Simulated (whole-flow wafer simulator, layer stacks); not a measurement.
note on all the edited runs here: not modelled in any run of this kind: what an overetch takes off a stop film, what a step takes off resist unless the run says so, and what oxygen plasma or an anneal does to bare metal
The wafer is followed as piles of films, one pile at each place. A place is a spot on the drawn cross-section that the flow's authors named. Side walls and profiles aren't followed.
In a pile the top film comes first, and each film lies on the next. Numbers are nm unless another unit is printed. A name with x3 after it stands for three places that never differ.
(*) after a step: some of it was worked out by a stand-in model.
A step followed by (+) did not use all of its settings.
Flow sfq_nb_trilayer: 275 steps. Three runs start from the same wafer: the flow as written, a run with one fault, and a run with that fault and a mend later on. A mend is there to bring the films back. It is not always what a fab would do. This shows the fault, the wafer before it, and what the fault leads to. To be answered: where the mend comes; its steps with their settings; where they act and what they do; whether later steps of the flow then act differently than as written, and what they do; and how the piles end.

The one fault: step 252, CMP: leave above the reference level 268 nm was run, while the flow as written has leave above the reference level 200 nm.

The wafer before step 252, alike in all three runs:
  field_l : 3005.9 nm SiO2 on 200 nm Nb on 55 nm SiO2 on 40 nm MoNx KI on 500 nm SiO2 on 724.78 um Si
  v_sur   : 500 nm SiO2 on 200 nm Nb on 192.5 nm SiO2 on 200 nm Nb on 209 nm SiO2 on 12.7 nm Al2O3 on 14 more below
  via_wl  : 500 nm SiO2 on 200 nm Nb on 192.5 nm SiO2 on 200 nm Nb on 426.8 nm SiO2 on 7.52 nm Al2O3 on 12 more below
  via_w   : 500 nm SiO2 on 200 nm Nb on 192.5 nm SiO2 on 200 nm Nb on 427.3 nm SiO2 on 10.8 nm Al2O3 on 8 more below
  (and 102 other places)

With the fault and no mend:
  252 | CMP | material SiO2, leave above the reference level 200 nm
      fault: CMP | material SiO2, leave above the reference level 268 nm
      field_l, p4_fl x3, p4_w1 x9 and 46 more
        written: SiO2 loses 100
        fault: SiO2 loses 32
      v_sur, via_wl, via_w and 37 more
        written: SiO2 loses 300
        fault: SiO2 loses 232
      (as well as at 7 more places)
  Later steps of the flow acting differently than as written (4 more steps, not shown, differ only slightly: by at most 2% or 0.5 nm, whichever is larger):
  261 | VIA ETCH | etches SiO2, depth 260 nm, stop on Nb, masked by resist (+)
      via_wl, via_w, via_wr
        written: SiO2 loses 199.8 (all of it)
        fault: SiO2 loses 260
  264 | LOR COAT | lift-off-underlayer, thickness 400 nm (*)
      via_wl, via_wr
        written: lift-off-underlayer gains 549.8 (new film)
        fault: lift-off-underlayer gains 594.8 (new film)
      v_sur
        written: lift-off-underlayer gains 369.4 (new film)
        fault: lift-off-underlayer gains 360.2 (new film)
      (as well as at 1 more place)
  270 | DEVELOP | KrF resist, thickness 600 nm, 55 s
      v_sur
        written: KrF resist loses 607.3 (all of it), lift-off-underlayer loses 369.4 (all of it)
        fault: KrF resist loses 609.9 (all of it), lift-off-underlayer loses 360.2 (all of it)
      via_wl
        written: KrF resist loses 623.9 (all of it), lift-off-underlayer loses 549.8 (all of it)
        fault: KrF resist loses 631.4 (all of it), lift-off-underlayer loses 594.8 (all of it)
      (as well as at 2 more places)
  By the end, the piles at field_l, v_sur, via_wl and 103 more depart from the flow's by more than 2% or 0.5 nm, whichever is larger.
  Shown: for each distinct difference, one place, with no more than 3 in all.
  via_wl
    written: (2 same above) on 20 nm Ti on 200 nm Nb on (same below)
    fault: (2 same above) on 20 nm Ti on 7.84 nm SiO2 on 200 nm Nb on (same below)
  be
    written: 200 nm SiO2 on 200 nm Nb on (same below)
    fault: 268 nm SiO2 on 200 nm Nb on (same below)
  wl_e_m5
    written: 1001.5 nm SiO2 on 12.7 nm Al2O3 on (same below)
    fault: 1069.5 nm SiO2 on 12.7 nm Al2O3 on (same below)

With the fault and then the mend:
  The mend stands after step 253.
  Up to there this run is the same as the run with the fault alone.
  253a | CMP | material SiO2, leave above the reference level 200 nm (the flow's step 252, run once more)
      field_l, v_sur, via_wl and 103 more
        SiO2 loses 68
  Every later step of the flow that is run acts as written at every place that is followed.
  At every place that both follow, the piles at the end match the flow's.
